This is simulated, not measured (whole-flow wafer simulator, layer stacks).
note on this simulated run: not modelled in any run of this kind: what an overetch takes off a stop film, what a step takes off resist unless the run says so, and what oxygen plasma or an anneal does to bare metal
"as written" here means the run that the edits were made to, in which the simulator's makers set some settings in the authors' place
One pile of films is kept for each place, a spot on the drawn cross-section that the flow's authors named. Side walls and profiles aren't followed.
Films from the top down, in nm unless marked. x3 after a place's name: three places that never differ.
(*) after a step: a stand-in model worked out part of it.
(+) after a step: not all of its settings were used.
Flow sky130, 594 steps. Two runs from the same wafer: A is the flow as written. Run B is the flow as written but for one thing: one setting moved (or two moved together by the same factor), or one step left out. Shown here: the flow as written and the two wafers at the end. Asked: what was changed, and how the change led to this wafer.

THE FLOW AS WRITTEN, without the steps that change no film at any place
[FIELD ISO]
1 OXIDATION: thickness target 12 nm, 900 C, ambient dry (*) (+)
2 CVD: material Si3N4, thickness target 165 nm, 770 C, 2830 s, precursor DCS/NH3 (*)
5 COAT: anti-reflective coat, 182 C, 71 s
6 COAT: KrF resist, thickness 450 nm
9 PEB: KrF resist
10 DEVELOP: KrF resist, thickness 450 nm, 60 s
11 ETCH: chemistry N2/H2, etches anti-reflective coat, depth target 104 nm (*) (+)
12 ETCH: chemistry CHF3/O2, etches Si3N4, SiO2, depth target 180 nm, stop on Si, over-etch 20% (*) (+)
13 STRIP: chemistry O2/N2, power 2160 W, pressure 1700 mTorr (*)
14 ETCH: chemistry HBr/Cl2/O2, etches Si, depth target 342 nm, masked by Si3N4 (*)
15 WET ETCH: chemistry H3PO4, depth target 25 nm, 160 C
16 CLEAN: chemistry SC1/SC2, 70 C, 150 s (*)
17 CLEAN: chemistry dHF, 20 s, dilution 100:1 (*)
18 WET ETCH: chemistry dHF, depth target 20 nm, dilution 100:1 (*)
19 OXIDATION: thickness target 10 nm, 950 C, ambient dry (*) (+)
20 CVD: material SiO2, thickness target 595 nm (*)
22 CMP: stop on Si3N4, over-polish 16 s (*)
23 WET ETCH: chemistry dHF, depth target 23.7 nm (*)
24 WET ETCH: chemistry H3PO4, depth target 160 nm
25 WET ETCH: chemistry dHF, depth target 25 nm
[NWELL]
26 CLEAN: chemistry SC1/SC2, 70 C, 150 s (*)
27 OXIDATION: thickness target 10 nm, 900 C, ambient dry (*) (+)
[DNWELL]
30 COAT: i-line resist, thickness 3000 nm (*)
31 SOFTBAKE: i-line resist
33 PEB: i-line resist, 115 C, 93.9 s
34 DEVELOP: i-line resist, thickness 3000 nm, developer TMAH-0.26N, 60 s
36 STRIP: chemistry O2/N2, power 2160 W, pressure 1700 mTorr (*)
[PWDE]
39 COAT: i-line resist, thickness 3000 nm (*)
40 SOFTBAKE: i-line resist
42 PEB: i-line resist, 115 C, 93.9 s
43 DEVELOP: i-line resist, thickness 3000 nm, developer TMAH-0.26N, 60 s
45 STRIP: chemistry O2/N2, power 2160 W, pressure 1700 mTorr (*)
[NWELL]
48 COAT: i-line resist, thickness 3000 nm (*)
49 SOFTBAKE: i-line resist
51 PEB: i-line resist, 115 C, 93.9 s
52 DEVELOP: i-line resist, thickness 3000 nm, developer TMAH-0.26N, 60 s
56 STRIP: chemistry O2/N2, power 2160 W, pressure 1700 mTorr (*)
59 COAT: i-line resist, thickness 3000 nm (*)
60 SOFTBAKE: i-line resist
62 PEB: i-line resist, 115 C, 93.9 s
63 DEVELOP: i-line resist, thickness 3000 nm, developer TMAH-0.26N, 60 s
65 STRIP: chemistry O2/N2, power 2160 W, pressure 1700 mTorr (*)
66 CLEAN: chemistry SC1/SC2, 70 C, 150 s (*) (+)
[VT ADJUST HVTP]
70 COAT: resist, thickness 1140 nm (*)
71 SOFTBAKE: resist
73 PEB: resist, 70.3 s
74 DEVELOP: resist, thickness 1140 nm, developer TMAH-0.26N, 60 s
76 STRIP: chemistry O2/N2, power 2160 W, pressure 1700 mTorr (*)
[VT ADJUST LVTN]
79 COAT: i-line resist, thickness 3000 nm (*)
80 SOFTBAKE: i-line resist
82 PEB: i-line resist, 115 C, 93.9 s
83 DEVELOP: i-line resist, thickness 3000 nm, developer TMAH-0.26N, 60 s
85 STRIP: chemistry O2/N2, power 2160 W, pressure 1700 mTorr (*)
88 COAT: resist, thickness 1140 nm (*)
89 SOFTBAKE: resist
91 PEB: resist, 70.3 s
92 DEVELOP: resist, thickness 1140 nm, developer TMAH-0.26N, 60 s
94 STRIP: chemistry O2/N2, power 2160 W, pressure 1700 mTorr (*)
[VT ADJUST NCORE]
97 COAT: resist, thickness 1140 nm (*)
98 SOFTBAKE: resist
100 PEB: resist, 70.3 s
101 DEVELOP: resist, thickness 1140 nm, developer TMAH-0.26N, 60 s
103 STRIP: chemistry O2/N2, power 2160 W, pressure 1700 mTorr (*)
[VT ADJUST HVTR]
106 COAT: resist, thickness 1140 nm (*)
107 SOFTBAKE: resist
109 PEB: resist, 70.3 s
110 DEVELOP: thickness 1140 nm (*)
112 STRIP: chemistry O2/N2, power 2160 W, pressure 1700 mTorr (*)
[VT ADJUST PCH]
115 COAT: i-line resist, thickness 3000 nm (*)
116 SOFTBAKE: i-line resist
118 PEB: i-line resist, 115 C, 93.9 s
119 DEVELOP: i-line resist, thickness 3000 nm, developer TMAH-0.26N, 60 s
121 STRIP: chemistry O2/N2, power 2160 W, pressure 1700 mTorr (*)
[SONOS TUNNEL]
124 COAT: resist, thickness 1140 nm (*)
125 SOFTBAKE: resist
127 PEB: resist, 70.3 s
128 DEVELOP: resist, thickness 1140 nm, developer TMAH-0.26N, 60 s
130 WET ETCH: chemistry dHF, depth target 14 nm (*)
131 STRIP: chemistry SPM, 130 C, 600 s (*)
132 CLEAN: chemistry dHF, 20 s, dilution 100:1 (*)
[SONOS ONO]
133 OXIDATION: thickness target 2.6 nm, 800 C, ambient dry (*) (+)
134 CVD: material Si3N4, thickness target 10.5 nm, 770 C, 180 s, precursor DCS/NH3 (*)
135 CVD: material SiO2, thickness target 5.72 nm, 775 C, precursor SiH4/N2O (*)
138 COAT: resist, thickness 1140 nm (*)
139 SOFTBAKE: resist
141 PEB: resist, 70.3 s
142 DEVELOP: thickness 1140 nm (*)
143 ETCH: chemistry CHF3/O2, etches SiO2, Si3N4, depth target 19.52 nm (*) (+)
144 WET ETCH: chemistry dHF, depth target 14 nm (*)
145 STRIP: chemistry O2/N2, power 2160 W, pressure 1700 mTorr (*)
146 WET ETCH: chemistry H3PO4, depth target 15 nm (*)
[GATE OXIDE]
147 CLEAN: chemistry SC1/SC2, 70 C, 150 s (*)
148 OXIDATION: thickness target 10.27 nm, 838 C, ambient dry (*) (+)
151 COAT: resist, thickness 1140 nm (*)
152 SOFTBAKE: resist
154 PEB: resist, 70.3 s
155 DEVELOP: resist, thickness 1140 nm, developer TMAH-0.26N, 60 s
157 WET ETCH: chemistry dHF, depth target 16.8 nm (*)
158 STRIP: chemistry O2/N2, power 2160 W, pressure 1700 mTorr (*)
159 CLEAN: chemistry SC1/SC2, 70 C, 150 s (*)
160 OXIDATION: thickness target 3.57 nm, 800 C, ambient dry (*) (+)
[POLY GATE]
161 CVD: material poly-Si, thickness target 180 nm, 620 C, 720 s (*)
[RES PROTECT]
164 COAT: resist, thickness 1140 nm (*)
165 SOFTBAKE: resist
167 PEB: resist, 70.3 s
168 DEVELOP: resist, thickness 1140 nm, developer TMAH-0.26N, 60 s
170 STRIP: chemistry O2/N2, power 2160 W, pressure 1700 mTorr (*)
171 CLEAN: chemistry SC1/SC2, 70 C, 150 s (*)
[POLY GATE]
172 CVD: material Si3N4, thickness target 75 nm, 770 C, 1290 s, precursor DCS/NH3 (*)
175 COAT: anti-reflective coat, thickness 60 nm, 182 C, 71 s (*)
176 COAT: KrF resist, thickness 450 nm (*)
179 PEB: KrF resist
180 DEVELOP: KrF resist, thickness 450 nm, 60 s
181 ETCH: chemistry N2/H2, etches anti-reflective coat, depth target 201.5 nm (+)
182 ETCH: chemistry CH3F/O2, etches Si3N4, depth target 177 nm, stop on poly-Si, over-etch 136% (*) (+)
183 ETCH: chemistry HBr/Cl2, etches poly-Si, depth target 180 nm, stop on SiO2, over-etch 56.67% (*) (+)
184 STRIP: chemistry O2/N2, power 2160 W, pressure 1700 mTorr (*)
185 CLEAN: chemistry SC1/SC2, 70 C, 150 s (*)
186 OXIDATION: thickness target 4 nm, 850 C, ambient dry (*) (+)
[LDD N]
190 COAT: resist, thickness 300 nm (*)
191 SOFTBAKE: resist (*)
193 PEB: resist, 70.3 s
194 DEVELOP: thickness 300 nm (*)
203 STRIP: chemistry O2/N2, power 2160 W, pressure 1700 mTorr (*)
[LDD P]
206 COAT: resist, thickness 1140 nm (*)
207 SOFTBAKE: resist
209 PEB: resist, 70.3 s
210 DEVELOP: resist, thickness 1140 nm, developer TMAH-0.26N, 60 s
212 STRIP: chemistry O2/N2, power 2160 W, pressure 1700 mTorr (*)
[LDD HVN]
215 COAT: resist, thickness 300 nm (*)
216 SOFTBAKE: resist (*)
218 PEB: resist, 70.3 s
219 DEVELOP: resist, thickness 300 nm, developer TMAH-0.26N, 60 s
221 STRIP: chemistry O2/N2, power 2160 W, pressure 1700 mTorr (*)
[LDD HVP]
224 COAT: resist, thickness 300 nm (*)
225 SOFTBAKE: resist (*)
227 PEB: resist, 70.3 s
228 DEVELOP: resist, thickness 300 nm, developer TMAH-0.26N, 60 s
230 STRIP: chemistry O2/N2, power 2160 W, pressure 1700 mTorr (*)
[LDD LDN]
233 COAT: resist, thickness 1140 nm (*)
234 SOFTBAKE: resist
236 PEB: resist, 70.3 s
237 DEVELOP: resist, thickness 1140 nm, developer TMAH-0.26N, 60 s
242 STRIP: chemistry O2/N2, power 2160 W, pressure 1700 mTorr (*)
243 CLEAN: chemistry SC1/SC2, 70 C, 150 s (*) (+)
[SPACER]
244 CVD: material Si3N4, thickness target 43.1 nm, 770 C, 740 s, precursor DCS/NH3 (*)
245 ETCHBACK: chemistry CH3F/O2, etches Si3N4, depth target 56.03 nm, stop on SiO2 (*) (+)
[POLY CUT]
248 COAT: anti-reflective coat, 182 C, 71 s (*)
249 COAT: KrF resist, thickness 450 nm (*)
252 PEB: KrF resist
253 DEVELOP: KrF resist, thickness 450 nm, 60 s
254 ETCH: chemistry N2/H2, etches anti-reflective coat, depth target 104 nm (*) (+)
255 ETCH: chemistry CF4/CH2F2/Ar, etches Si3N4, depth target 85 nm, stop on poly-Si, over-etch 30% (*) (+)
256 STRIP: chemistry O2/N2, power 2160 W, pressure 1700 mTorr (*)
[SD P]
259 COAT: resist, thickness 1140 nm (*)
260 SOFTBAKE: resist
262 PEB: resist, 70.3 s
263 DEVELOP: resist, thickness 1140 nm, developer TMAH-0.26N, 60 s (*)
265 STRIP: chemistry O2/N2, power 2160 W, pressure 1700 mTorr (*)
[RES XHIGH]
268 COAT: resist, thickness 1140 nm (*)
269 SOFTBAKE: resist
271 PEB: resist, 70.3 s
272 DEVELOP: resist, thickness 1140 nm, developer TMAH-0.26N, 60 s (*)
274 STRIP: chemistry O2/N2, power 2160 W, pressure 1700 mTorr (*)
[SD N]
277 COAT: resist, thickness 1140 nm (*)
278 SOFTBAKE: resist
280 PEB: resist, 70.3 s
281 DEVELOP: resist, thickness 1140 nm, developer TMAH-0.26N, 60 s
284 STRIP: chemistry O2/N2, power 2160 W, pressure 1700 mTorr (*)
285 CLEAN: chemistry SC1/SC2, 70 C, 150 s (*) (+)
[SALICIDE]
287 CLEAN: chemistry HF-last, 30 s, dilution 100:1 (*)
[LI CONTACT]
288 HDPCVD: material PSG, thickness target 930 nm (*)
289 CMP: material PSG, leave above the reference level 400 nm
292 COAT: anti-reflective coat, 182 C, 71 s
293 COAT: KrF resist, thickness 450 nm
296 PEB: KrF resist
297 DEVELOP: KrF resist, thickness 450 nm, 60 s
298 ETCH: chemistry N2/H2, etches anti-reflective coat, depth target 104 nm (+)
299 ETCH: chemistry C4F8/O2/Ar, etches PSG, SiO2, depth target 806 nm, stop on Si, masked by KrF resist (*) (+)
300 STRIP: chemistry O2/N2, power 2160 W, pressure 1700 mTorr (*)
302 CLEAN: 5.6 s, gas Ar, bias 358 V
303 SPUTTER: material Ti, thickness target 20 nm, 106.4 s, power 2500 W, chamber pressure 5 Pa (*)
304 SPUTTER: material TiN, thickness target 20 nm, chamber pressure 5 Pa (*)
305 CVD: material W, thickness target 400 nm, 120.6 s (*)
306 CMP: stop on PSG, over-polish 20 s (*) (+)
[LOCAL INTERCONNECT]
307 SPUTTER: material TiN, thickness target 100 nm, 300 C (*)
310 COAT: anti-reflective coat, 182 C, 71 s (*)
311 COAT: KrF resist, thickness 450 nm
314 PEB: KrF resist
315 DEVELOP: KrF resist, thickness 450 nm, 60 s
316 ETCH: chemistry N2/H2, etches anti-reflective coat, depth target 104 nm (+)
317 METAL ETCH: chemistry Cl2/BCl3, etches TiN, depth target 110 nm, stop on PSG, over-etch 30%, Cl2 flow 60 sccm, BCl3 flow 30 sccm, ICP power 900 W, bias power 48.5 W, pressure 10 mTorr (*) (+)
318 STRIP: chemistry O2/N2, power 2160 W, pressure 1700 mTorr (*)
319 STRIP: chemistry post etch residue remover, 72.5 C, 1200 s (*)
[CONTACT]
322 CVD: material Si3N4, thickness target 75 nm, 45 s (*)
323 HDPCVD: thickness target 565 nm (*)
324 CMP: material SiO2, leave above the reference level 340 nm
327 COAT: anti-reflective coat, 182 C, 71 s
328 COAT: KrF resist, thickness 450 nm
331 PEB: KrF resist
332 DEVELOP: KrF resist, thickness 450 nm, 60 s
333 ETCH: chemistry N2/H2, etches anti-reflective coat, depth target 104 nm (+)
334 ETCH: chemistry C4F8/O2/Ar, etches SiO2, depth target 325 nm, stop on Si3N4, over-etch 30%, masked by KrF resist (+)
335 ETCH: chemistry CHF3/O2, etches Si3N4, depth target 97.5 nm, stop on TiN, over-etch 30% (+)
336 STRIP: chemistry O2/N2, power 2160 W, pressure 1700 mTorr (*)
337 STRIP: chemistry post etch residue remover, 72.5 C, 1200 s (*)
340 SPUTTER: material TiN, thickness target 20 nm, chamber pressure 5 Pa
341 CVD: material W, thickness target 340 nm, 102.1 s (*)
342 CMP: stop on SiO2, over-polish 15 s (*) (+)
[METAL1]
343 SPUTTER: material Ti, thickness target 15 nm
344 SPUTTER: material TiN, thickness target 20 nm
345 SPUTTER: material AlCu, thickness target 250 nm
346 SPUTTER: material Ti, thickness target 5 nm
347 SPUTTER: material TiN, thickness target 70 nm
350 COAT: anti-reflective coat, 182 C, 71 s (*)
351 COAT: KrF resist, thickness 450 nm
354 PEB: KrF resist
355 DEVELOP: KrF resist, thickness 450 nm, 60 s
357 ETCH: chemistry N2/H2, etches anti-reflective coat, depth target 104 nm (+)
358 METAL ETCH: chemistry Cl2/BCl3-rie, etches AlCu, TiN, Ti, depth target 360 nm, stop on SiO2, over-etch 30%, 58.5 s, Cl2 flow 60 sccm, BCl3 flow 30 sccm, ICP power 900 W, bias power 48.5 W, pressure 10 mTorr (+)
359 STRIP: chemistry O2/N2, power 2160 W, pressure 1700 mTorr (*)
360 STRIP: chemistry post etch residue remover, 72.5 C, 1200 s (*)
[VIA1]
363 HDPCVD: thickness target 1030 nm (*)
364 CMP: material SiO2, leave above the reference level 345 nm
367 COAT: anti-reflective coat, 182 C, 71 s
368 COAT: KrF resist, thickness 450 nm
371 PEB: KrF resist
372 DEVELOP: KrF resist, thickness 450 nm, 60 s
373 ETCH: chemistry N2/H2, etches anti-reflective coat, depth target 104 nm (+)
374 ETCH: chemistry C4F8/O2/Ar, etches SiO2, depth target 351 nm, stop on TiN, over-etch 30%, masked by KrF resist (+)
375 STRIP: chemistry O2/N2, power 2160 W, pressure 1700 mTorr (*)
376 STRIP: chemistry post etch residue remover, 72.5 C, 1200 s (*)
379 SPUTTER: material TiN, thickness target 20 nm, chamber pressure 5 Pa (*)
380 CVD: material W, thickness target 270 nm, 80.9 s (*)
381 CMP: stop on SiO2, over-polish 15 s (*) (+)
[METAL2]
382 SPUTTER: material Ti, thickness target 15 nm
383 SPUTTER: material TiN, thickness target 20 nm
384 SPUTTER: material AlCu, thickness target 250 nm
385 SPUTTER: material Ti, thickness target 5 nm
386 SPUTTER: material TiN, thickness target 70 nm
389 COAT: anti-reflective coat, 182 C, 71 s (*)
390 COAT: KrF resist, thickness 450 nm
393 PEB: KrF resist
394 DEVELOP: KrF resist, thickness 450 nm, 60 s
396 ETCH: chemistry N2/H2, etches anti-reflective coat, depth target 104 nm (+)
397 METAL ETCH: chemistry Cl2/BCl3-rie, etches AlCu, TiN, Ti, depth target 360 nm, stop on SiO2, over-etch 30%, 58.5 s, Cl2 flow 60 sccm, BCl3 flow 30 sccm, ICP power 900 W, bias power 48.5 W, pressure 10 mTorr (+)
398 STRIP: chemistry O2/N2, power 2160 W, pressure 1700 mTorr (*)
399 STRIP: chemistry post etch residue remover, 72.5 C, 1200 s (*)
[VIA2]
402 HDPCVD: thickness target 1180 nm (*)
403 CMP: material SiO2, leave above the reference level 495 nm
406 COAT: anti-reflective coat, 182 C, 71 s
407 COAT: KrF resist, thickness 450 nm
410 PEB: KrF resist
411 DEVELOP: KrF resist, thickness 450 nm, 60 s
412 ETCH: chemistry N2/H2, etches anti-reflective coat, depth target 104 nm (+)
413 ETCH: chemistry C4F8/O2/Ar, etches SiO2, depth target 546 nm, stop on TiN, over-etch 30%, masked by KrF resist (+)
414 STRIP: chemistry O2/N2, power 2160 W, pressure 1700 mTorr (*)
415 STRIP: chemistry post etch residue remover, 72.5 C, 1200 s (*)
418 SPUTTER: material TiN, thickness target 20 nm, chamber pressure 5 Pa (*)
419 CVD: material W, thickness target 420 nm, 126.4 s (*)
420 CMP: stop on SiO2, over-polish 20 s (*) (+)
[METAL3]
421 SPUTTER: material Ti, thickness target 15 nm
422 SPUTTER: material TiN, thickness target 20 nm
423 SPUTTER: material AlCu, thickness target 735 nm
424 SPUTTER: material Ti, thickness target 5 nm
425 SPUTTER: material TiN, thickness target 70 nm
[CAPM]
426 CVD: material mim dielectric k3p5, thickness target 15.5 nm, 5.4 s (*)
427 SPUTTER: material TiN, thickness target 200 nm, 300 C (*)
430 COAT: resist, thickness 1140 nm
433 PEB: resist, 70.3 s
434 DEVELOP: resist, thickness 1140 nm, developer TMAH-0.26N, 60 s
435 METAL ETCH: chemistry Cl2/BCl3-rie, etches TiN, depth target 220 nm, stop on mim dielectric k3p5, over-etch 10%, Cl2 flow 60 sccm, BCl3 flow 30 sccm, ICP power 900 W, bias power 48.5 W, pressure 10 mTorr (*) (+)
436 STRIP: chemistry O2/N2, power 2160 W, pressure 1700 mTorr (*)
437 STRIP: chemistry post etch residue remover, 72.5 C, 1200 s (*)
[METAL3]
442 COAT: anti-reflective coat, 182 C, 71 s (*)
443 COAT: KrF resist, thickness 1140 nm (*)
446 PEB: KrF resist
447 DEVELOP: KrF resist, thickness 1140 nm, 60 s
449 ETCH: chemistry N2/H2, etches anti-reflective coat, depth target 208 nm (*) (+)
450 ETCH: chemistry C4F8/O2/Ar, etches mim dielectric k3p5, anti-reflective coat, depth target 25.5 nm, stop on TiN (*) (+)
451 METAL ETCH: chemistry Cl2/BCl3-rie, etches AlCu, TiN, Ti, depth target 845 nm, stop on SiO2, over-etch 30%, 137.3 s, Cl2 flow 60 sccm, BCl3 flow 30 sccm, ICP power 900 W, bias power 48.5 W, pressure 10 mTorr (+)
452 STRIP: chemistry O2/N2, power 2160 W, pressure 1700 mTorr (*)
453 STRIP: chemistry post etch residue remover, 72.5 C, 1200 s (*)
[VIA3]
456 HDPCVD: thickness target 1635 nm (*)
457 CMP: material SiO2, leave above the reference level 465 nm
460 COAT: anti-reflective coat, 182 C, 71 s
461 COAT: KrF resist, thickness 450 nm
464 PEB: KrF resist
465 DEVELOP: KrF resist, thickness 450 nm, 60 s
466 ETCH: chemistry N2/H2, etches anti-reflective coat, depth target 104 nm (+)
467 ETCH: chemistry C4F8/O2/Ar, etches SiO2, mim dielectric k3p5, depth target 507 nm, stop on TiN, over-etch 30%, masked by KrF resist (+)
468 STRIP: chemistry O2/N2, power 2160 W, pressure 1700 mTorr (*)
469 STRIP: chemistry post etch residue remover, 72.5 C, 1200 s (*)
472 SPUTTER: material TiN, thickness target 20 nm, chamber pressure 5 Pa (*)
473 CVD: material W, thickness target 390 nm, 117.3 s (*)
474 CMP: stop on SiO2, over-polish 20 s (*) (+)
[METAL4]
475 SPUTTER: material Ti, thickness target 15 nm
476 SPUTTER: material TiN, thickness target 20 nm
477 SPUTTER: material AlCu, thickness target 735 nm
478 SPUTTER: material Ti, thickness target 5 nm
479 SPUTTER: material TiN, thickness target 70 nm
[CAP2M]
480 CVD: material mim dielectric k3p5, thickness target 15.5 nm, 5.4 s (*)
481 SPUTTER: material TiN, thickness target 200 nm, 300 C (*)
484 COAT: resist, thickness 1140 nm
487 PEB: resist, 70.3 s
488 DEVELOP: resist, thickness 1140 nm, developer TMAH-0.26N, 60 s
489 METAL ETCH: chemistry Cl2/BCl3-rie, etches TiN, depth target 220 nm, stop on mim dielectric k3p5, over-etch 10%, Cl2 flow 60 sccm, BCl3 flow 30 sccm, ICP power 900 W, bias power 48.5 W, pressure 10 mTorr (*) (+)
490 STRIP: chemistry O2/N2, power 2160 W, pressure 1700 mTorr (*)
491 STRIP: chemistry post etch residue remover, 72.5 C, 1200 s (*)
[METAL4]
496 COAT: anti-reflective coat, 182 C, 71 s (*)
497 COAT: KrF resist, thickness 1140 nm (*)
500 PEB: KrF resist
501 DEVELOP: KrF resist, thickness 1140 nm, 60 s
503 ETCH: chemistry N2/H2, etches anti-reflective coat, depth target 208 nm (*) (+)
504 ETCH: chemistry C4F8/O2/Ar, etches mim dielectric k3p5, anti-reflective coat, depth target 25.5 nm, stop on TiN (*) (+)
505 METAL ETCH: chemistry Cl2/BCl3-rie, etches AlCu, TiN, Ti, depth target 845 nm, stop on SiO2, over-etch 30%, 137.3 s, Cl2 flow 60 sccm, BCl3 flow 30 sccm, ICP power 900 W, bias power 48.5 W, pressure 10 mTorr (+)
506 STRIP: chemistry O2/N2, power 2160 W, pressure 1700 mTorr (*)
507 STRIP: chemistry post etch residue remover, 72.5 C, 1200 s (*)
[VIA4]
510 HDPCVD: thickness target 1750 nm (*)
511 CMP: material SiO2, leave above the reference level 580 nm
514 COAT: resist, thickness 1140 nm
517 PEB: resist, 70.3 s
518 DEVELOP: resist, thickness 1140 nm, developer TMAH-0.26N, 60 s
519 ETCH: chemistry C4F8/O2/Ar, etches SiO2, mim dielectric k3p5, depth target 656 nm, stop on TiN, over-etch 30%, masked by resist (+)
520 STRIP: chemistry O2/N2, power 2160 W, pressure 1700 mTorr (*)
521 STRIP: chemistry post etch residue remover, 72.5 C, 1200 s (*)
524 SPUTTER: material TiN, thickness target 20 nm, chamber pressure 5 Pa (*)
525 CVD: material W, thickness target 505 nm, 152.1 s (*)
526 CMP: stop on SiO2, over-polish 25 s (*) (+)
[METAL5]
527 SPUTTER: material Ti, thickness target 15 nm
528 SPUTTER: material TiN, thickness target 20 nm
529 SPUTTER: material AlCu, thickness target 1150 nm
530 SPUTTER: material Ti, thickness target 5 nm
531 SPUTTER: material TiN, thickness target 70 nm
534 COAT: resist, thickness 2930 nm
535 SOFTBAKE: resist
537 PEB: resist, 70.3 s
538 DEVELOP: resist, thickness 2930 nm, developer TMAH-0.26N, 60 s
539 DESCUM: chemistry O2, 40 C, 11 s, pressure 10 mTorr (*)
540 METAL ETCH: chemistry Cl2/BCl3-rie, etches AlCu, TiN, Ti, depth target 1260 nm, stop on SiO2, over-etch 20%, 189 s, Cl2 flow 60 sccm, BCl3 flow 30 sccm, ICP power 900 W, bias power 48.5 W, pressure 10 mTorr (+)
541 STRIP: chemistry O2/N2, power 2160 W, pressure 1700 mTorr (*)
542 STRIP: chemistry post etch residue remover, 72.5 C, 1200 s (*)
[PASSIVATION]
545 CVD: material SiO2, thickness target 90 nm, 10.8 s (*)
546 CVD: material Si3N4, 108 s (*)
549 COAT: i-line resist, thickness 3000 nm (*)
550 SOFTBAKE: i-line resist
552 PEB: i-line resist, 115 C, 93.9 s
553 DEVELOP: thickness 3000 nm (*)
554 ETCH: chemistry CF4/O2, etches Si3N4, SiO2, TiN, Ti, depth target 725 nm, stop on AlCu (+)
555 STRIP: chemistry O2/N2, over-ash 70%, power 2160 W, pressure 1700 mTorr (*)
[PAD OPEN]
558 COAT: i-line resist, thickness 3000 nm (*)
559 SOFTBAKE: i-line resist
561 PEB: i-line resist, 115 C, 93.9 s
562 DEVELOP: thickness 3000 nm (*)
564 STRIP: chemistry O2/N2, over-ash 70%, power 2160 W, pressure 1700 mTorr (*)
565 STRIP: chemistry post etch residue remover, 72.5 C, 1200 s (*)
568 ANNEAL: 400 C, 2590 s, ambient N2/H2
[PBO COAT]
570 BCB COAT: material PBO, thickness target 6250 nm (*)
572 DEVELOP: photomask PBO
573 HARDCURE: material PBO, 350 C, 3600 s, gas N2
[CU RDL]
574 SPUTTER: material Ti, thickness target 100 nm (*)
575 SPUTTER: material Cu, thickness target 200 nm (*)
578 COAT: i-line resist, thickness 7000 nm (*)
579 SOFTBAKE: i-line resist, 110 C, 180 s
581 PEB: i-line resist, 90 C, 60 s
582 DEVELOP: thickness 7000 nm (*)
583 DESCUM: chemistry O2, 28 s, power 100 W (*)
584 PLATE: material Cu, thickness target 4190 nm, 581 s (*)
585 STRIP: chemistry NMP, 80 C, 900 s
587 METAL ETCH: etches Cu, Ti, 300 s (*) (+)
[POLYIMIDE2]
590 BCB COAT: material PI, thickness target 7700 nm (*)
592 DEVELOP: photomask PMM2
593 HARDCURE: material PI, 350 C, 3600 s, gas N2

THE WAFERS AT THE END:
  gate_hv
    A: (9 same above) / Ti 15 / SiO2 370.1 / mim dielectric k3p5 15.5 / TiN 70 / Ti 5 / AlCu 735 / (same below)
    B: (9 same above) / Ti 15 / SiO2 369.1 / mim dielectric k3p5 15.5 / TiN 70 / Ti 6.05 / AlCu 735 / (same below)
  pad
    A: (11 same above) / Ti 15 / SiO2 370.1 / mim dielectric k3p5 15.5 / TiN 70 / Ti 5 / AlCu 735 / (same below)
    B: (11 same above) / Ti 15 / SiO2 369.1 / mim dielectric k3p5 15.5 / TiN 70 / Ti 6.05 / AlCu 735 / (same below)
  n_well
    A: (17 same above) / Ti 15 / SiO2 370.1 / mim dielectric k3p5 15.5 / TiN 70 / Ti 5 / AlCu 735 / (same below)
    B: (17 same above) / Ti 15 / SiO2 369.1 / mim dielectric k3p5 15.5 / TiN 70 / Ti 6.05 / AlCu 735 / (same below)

The cause: step 424, SPUTTER: thickness target 6.05 nm was run, where the flow has thickness target 5 nm.
It can be read off the wafer: gate_hv has Ti 6.05, and step 424 as written asks for 5 nm.

How the change led to this, step by step:
  424 SPUTTER: material Ti, thickness target 5 nm
      field, active, n_well and 188 more: A Ti +5 (new film) | B Ti +6.05 (new film)
  451 METAL ETCH: chemistry Cl2/BCl3-rie, etches AlCu, TiN, Ti, depth target 845 nm, stop on SiO2, over-etch 30%, 137.3 s, Cl2 flow 60 sccm, BCl3 flow 30 sccm, ICP power 900 W, bias power 48.5 W, pressure 10 mTorr (+)
      field, gate, spacer and 68 more: A TiN -70 (all of it), Ti -5 (all of it), AlCu -735 (all of it), TiN -20 (all of it), Ti -15 (all of it), SiO2 -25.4 | B TiN -70 (all of it), Ti -6.05 (all of it), AlCu -735 (all of it), TiN -20 (all of it), Ti -15 (all of it), SiO2 -25.2
      active, vpp_ln, vpp_iso2 and 11 more: A TiN -70 (all of it), Ti -5 (all of it), AlCu -735 (all of it), TiN -20 (all of it), Ti -15 (all of it), SiO2 -25.3 | B TiN -70 (all of it), Ti -6.05 (all of it), AlCu -735 (all of it), TiN -20 (all of it), Ti -15 (all of it), SiO2 -25.2
